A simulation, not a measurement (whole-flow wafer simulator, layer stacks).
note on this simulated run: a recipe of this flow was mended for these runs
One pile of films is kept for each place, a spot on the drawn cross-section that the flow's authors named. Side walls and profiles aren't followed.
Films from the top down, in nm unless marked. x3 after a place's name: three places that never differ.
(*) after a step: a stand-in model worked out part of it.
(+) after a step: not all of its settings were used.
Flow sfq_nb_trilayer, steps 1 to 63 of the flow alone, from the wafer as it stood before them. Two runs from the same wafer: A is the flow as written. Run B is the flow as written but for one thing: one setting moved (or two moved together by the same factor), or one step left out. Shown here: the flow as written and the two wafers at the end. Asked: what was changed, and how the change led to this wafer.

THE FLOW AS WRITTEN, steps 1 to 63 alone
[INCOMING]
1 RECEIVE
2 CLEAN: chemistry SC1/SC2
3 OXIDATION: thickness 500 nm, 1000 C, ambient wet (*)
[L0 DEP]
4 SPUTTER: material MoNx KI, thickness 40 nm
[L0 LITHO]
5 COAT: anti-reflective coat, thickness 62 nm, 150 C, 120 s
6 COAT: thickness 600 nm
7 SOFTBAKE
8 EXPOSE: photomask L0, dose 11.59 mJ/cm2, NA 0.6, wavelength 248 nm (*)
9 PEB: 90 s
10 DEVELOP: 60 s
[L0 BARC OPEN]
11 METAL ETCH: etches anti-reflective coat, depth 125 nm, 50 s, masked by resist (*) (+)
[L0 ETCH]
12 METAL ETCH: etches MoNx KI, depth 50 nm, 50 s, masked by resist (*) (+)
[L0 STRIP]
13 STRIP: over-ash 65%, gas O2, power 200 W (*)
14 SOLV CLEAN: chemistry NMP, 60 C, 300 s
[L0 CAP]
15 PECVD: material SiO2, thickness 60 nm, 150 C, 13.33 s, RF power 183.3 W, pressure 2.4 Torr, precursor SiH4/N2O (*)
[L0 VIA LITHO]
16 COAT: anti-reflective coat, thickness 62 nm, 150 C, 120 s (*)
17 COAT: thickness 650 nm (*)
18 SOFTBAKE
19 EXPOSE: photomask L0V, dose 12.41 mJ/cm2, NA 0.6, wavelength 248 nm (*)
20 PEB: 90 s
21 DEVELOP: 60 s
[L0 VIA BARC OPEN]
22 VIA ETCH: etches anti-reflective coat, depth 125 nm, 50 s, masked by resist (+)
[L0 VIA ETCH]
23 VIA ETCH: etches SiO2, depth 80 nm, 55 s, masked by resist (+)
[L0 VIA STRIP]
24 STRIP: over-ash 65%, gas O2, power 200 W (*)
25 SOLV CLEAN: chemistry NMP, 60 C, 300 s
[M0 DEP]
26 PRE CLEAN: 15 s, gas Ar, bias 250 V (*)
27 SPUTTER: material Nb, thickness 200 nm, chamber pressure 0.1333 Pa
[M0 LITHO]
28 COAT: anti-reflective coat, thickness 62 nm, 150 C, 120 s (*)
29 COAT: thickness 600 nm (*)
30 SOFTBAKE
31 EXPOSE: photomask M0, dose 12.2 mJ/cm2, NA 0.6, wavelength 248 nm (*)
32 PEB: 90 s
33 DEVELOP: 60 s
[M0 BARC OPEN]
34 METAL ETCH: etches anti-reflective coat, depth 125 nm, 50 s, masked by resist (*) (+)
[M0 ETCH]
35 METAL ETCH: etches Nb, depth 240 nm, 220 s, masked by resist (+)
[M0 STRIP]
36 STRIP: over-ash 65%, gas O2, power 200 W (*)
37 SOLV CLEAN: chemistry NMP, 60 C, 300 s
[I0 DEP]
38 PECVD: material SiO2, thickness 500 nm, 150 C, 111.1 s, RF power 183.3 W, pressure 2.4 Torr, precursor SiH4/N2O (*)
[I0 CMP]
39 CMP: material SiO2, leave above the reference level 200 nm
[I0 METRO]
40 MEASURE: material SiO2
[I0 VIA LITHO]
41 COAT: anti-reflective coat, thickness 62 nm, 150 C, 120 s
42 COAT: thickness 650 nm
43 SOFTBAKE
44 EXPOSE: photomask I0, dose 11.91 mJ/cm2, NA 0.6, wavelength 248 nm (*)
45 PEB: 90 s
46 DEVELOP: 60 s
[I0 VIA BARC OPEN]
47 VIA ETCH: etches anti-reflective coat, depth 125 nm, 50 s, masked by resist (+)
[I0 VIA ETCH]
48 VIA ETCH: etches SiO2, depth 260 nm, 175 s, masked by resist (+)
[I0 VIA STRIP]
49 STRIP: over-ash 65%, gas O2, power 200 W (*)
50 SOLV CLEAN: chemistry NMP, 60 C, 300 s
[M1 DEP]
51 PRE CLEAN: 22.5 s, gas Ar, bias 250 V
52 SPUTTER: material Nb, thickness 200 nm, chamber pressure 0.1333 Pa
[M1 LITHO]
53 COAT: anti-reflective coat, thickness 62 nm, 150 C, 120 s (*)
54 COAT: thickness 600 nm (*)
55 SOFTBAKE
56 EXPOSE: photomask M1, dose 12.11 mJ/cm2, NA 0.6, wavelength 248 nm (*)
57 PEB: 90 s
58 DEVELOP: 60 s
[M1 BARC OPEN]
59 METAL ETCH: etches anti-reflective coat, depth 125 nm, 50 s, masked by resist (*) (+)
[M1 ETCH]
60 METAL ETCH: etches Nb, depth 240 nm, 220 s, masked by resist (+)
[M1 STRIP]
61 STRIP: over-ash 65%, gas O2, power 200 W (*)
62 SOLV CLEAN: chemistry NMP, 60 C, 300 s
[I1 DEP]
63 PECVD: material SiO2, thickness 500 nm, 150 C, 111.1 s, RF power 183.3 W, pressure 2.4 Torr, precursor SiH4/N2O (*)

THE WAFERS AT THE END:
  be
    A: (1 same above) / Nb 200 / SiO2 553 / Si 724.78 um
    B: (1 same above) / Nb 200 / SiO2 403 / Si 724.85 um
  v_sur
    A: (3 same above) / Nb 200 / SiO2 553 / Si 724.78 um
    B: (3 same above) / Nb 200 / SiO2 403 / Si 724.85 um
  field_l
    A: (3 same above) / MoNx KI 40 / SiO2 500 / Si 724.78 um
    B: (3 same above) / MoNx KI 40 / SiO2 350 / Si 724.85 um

The cause: step 3, OXIDATION: thickness 350 nm was run, where the flow has thickness 500 nm.
It can be read off the wafer: field_l has SiO2 350, and step 3 as written asks for 500 nm.

How the change led to this, step by step:
  3 OXIDATION: thickness 500 nm, 1000 C, ambient wet (*)
      field_l, v_sur, via_wl and 103 more: A SiO2 +500 (new film), chemical SiO2 -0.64 (all of it), Si -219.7 | B SiO2 +350 (new film), chemical SiO2 -0.64 (all of it), Si -153.7
